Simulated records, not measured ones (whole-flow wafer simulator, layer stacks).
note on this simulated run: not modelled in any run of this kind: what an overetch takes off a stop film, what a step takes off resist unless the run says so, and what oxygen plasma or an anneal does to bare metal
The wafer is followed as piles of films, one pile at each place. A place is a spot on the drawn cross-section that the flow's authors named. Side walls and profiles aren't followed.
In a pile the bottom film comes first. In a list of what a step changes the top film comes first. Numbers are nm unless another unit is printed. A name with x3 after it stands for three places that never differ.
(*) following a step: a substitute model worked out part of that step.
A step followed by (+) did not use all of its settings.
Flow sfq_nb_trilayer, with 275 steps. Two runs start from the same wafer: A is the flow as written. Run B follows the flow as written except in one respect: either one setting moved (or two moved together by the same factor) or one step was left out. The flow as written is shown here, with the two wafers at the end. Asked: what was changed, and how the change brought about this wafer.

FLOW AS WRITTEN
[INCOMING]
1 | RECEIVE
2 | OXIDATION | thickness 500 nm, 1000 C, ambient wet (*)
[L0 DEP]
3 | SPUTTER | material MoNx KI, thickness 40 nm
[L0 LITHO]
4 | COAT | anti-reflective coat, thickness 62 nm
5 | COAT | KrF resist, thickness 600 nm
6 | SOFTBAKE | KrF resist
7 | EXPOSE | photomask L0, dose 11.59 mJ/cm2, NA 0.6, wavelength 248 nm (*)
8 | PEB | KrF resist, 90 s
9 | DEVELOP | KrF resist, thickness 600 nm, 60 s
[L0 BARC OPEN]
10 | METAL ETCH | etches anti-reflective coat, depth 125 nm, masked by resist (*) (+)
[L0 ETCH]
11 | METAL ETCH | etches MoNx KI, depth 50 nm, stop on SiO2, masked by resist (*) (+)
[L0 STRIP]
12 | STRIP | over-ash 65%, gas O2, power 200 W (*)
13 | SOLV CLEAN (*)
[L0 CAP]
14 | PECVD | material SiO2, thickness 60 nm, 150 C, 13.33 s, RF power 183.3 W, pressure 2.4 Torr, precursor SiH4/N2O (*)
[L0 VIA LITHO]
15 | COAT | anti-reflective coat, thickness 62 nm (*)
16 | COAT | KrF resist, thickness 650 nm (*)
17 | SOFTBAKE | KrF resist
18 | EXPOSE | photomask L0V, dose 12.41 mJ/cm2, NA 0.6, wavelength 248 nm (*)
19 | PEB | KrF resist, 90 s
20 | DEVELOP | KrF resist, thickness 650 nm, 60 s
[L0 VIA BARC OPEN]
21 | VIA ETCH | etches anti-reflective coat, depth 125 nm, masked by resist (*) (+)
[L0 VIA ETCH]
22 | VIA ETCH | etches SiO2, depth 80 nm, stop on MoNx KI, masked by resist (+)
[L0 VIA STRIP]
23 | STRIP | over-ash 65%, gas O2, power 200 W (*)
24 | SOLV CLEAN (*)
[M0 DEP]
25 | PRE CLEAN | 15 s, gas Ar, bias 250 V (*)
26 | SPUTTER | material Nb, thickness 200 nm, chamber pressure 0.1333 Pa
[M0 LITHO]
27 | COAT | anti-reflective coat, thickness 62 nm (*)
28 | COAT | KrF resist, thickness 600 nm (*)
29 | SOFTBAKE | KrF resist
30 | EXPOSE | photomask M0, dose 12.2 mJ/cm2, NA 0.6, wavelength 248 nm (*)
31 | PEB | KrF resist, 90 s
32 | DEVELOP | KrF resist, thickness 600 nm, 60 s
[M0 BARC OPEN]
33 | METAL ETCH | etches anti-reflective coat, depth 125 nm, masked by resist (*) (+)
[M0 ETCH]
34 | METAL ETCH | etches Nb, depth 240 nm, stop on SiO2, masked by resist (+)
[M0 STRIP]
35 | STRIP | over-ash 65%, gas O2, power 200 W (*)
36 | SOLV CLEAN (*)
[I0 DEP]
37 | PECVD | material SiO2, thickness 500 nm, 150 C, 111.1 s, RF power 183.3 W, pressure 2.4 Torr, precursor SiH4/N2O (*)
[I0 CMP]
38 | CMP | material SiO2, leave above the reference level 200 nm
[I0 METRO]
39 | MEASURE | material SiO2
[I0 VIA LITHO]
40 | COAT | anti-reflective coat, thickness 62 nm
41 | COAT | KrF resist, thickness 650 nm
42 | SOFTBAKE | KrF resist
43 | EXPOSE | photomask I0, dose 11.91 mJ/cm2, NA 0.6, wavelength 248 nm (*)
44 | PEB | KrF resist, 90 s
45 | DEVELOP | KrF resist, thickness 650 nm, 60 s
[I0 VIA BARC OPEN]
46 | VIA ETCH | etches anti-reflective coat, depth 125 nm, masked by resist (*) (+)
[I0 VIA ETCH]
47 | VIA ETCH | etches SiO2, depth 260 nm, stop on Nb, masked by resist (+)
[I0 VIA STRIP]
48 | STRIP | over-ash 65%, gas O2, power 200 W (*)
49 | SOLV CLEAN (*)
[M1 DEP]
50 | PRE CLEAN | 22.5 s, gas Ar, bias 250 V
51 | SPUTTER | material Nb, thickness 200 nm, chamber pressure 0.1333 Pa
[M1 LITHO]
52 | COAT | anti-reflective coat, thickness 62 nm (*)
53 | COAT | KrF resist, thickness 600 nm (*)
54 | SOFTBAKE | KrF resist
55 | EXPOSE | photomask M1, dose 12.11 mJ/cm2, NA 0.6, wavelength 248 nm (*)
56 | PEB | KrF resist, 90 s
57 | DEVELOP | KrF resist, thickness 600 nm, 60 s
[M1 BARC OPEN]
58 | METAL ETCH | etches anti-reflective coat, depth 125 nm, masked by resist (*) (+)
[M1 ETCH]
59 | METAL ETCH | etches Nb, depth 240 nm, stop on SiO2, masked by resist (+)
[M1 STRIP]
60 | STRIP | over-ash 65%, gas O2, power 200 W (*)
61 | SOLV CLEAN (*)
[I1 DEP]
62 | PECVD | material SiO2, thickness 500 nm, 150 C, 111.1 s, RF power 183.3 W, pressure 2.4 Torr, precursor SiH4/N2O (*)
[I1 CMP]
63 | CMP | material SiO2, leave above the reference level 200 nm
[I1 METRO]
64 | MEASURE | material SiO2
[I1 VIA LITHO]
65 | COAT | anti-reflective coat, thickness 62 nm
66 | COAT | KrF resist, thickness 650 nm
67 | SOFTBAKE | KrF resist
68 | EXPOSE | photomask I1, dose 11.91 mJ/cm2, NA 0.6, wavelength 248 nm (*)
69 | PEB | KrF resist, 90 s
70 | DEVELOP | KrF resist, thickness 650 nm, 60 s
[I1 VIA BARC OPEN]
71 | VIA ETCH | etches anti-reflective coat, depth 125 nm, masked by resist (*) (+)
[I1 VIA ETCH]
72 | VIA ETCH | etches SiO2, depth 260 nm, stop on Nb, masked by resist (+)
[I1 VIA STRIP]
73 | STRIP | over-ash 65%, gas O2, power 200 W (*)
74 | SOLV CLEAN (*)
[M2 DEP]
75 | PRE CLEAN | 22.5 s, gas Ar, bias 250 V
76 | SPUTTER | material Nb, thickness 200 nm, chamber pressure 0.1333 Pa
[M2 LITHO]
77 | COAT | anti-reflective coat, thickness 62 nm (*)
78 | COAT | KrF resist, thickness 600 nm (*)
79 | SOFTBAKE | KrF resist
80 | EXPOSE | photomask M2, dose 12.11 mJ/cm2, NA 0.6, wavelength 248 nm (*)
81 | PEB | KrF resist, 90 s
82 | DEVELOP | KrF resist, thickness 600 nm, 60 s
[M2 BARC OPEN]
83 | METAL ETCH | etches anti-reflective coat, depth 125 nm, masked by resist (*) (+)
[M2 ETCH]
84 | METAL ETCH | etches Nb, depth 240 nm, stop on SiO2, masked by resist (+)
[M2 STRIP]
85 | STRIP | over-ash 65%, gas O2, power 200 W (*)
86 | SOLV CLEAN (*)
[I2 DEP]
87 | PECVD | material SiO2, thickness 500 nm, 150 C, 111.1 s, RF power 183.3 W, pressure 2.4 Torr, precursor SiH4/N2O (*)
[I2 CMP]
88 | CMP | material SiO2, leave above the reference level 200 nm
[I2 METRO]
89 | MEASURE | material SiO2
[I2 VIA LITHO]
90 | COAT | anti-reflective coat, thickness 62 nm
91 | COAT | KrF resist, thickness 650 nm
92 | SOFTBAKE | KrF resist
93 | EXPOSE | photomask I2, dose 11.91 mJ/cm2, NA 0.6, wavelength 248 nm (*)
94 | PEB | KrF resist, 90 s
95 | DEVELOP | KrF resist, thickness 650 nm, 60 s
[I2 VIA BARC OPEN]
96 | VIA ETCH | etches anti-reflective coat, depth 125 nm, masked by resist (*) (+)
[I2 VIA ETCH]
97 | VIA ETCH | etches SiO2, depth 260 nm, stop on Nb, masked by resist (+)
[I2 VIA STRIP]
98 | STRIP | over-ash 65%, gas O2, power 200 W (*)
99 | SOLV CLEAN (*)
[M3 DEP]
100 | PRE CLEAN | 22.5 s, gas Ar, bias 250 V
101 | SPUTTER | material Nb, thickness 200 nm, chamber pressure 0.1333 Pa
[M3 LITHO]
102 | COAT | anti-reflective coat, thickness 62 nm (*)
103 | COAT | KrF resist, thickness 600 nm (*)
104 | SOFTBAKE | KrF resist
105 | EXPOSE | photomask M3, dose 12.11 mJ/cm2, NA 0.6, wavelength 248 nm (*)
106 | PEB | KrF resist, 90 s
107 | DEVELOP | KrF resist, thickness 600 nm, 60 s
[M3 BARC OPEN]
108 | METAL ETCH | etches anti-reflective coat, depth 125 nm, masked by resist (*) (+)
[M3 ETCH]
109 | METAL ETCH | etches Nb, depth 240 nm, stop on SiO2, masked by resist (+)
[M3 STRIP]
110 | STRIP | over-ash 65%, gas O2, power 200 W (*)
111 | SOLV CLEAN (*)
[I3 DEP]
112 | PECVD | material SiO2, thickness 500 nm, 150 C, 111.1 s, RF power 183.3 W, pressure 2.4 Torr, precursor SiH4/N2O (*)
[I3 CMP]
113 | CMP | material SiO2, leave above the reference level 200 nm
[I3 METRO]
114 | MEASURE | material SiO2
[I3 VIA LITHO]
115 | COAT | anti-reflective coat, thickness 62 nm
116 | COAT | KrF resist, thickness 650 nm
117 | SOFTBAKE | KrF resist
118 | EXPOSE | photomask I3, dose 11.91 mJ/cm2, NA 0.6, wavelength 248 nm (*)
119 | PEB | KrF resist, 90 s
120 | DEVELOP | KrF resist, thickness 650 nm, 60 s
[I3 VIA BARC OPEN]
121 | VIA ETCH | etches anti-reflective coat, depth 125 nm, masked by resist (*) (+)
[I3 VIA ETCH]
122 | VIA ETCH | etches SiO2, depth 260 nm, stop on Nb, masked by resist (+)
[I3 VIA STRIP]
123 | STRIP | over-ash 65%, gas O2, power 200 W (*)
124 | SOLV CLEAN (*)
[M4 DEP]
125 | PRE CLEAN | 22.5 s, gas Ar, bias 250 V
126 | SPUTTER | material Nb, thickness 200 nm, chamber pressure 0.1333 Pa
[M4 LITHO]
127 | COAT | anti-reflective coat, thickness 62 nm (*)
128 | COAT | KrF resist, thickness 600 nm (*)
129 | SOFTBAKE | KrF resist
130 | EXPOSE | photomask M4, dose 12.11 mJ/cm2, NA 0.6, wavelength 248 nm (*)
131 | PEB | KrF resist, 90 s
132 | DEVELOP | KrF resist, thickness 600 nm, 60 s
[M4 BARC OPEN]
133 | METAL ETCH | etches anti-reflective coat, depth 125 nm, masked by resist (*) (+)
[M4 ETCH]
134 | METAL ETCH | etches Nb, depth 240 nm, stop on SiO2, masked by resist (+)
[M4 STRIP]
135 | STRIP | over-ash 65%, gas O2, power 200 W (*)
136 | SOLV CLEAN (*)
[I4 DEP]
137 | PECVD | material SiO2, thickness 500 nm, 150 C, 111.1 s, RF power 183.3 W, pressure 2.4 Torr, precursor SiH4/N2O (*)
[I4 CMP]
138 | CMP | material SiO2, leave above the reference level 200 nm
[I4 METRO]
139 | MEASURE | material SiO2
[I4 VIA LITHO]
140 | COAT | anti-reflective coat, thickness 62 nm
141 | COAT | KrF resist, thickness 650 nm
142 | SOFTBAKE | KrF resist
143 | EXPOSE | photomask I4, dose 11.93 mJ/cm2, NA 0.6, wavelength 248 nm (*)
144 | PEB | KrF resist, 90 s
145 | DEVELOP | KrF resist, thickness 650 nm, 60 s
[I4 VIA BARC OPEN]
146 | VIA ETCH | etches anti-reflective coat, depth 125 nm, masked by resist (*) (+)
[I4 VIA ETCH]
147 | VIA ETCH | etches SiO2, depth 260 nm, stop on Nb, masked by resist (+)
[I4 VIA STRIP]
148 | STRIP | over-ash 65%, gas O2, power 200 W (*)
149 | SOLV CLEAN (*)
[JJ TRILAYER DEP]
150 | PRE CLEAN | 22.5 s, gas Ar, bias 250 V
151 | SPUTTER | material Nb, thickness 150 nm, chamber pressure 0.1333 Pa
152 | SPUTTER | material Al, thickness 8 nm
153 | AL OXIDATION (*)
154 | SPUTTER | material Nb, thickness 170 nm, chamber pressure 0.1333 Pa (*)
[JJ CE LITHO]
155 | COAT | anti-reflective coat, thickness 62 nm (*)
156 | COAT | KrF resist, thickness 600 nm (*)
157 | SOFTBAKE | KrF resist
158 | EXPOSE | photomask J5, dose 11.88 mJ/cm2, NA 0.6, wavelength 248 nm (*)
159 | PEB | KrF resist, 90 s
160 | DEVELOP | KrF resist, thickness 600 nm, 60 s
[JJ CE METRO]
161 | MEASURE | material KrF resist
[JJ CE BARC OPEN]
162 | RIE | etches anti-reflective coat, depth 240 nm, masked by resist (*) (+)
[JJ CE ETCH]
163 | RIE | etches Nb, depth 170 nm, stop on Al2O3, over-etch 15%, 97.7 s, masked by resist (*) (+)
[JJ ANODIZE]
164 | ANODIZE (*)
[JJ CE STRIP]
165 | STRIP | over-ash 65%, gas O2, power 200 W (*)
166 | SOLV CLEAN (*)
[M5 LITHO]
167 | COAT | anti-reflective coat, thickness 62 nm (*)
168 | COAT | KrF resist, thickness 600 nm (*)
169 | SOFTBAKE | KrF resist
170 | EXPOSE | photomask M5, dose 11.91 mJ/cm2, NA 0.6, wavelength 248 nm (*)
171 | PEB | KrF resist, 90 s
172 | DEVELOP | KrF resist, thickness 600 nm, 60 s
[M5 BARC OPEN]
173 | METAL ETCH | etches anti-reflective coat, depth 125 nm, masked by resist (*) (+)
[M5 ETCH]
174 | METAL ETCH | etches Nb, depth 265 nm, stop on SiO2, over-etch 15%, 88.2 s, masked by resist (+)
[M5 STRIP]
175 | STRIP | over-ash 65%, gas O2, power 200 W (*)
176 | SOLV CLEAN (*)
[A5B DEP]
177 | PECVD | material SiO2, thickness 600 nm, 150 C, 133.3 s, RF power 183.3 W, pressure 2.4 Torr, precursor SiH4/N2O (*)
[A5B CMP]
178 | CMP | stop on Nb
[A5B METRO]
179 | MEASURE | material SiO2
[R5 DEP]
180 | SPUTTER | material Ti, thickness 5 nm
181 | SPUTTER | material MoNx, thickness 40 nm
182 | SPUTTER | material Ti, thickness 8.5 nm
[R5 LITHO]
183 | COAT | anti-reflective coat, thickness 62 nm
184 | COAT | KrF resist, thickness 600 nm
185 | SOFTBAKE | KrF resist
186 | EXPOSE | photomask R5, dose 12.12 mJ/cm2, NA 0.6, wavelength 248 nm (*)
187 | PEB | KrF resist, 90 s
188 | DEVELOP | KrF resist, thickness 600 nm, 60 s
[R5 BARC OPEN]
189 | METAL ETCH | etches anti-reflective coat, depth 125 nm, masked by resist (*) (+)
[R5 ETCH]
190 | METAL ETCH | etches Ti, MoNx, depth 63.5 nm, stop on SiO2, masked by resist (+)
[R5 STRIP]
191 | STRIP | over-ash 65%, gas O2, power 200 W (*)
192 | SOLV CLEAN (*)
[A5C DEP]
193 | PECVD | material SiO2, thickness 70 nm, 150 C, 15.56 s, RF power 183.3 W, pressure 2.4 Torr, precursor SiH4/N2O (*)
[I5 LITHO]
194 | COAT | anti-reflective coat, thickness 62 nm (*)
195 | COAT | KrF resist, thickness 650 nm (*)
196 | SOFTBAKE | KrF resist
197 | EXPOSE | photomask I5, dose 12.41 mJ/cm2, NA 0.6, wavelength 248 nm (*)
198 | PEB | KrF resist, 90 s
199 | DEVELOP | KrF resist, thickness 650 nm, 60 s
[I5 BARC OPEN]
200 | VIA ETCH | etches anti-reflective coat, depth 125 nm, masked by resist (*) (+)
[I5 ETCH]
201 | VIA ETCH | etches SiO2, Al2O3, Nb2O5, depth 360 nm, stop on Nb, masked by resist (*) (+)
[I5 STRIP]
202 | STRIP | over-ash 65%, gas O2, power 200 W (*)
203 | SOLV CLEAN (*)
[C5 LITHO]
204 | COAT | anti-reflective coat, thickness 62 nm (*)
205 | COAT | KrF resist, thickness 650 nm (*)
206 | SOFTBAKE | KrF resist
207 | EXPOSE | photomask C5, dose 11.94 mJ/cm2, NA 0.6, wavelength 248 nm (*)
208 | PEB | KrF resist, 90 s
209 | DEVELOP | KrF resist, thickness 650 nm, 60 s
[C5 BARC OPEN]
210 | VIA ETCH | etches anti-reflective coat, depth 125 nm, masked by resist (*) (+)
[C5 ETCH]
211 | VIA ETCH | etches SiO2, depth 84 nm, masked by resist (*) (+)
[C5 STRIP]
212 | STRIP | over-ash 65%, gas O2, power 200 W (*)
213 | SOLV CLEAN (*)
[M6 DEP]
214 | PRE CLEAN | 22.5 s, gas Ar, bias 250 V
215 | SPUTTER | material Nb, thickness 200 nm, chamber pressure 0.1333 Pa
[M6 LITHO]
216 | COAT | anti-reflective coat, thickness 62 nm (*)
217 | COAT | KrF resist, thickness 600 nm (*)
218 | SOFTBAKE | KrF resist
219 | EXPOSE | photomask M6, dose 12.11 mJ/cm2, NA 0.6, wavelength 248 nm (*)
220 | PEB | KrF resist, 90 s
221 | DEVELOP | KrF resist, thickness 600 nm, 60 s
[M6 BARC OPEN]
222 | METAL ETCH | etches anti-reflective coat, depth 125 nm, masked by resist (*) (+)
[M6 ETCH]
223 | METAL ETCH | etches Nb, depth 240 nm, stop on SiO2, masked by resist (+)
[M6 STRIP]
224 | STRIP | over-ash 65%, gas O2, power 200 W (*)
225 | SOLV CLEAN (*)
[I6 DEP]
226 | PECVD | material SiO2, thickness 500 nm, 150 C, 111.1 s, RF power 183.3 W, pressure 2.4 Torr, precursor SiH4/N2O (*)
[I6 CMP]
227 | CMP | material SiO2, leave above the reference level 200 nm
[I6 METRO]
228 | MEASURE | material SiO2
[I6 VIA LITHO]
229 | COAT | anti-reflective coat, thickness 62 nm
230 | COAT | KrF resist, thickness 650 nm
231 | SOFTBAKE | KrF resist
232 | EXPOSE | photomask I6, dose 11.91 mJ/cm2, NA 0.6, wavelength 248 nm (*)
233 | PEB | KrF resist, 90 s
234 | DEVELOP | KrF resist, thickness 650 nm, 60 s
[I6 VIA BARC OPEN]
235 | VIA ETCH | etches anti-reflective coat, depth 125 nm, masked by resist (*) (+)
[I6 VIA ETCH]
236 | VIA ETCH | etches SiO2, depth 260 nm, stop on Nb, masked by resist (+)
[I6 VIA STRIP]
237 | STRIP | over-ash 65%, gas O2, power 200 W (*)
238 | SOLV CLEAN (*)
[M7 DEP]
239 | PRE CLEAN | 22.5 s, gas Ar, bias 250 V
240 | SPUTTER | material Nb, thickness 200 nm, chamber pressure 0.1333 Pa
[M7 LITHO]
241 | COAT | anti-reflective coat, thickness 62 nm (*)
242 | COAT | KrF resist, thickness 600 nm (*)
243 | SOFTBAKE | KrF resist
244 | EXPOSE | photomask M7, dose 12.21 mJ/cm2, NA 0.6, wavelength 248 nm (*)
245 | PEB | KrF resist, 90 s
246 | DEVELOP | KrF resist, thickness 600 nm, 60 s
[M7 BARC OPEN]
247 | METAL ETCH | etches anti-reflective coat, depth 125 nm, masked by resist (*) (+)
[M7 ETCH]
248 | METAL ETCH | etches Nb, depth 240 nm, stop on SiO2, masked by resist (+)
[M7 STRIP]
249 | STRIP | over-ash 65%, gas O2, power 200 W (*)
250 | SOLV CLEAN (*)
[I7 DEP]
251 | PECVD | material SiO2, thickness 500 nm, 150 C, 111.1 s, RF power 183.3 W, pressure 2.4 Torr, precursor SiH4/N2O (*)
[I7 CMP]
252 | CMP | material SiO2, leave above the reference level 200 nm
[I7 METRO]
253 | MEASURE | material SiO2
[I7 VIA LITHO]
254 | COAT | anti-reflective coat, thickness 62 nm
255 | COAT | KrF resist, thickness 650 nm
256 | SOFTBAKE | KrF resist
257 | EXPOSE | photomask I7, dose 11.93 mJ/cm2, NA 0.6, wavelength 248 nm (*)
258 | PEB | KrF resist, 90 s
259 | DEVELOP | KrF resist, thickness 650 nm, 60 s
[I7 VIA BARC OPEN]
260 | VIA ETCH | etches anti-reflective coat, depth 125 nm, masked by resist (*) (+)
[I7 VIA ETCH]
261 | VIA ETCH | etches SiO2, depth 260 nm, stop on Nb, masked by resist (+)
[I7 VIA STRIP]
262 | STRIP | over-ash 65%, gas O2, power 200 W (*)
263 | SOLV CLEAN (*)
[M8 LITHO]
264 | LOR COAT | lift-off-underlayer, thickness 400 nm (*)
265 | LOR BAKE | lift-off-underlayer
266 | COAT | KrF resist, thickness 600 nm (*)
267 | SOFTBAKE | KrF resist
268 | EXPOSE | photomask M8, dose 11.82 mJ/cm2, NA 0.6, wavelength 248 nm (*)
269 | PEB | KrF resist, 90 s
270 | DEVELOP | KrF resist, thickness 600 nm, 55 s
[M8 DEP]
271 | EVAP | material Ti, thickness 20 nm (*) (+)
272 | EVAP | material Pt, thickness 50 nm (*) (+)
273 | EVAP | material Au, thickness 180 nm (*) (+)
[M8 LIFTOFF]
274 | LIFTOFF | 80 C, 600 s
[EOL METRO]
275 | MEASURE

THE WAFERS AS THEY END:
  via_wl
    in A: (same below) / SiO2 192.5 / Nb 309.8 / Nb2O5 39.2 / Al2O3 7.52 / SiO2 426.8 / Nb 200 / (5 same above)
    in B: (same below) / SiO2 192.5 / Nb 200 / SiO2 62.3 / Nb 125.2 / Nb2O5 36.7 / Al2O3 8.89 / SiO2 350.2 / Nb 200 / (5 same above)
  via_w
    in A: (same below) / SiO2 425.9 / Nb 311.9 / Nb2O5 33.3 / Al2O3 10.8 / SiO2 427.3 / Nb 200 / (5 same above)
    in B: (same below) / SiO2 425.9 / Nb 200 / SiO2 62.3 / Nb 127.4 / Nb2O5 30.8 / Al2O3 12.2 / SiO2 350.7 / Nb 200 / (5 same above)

The reason: step 147, VIA ETCH: depth 130 nm was run, while the flow as written has depth 260 nm.

How this came from the change, step by step:
  147 | VIA ETCH | etches SiO2, depth 260 nm, stop on Nb, masked by resist (+)
      via_wl, via_w, via_wr: A SiO2 loses 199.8 (all of it) | B SiO2 loses 130
      field_l, v_sur, via_sp and 100 more: A KrF resist loses 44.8 | B KrF resist loses 22.4
  148 | STRIP | over-ash 65%, gas O2, power 200 W (*)
      field_l, v_sur, via_sp and 100 more: A KrF resist loses 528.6 (all of it), anti-reflective coat loses 62 (all of it) | B KrF resist loses 551 (all of it), anti-reflective coat loses 62 (all of it)
  150 | PRE CLEAN | 22.5 s, gas Ar, bias 250 V
      via_wl, via_w, via_wr: A Nb loses 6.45 | B SiO2 loses 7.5
  151 | SPUTTER | material Nb, thickness 150 nm, chamber pressure 0.1333 Pa
      via_wl, via_w, via_wr: A Nb gains 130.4 | B Nb gains 138.4 (new film)
  152 | SPUTTER | material Al, thickness 8 nm
      via_wl, via_wr: A Al gains 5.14 (new film) | B Al gains 5.97 (new film)
      via_w: A Al gains 7.12 (new film) | B Al gains 7.77 (new film)
  154 | SPUTTER | material Nb, thickness 170 nm, chamber pressure 0.1333 Pa (*)
      via_wl, via_wr: A Nb gains 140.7 (new film) | B Nb gains 122.3 (new film)
      via_w: A Nb gains 141 (new film) | B Nb gains 165.3 (new film)
  155 | COAT | anti-reflective coat, thickness 62 nm (*)
      via_wl, via_wr: A anti-reflective coat gains 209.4 (new film) | B anti-reflective coat gains 191 (new film)
      v_sur: A anti-reflective coat gains 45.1 (new film) | B anti-reflective coat gains 48.4 (new film)
      (and at 2 other places as well)
  156 | COAT | KrF resist, thickness 600 nm (*)
      via_wl: A KrF resist gains 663 (new film) | B KrF resist gains 638.9 (new film)
      via_w: A KrF resist gains 763.8 (new film) | B KrF resist gains 688.1 (new film)
      (and at 1 other place as well)
  160 | DEVELOP | KrF resist, thickness 600 nm, 60 s
      via_wl: A KrF resist loses 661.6 (all of it) | B KrF resist loses 637.6 (all of it)
      via_w: A KrF resist loses 762.1 (all of it) | B KrF resist loses 686.7 (all of it)
      (and at 1 other place as well)
  162 | RIE | etches anti-reflective coat, depth 240 nm, masked by resist (*) (+)
      ce_l, c5j, ce_r, wl_jj: A KrF resist loses 209.4 | B KrF resist loses 191
      via_wl, via_wr: A anti-reflective coat loses 209.4 (all of it) | B anti-reflective coat loses 191 (all of it)
      (and at 3 other places as well)
  163 | RIE | etches Nb, depth 170 nm, stop on Al2O3, over-etch 15%, 97.7 s, masked by resist (*) (+)
      via_w: A Nb loses 141 (all of it), Al2O3 loses 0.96 (all of it) | B Nb loses 165.3 (all of it), Al2O3 loses 0.6
      via_wl, via_wr: A Nb loses 140.7 (all of it), Al2O3 loses 0.96 (all of it) | B Nb loses 122.3 (all of it), Al2O3 loses 0.96 (all of it)
  164 | ANODIZE (*)
      via_w: A Al2O3 gains 10.8 (new film), Nb2O5 gains 33.3 (new film), Al loses 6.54 (all of it), Nb loses 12 | B Al2O3 gains 11.9, Nb2O5 gains 30.8 (new film), Al loses 7.19 (all of it), Nb loses 11.1
      via_wl, via_wr: A Al2O3 gains 7.52 (new film), Nb2O5 gains 39.2 (new film), Al loses 4.56 (all of it), Nb loses 14.1 | B Al2O3 gains 8.89 (new film), Nb2O5 gains 36.7 (new film), Al loses 5.39 (all of it), Nb loses 13.2
  165 | STRIP | over-ash 65%, gas O2, power 200 W (*)
      c5j, ce_r: A KrF resist loses 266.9 (all of it), anti-reflective coat loses 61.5 (all of it) | B KrF resist loses 285.8 (all of it), anti-reflective coat loses 61.7 (all of it)
      ce_l: A KrF resist loses 266.8 (all of it), anti-reflective coat loses 61.4 (all of it) | B KrF resist loses 285.7 (all of it), anti-reflective coat loses 61.7 (all of it)
      (and at 1 other place as well)
  167 | COAT | anti-reflective coat, thickness 62 nm (*)
      via_wl: A anti-reflective coat gains 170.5 (new film) | B anti-reflective coat gains 117.3 (new film)
      via_w: A anti-reflective coat gains 84.1 (new film) | B anti-reflective coat gains 74.7 (new film)
      (and at 2 other places as well)
  168 | COAT | KrF resist, thickness 600 nm (*)
      via_w: A KrF resist gains 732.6 (new film) | B KrF resist gains 685.6 (new film)
  175 | STRIP | over-ash 65%, gas O2, power 200 W (*)
      v_sur: A KrF resist loses 349.2 (all of it), anti-reflective coat loses 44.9 (all of it) | B KrF resist loses 360.8 (all of it), anti-reflective coat loses 45 (all of it)
      via_wl: A KrF resist loses 427 (all of it), anti-reflective coat loses 170.5 (all of it) | B KrF resist loses 420.1 (all of it), anti-reflective coat loses 117.3 (all of it)
      (and at 3 other places as well)
  178 | CMP | stop on Nb
      via_wl, via_wr: A SiO2 loses 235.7 | B SiO2 loses 312.3
      via_w: A SiO2 loses 235.2 | B SiO2 loses 311.8
With metal films that touch counted as one body, via_wl has 8 bodies (between them, from the top down: SiO2 192.5; SiO2 350.2 / Al2O3 8.89 / Nb2O5 36.7; SiO2 62.3; SiO2 192.5; SiO2 192.5; SiO2 192.5; SiO2 192.5); the flow as written gives 7 bodies (between them, from the top down: SiO2 192.5; SiO2 426.8 / Al2O3 7.52 / Nb2O5 39.2; SiO2 192.5; SiO2 192.5; SiO2 192.5; SiO2 192.5).
With metal films that touch counted as one body, via_w has 6 bodies (between them, from the top down: SiO2 192.5; SiO2 350.7 / Al2O3 12.2 / Nb2O5 30.8; SiO2 62.3; SiO2 425.9; SiO2 416.9); the flow as written gives 5 bodies (between them, from the top down: SiO2 192.5; SiO2 427.3 / Al2O3 10.8 / Nb2O5 33.3; SiO2 425.9; SiO2 416.9).
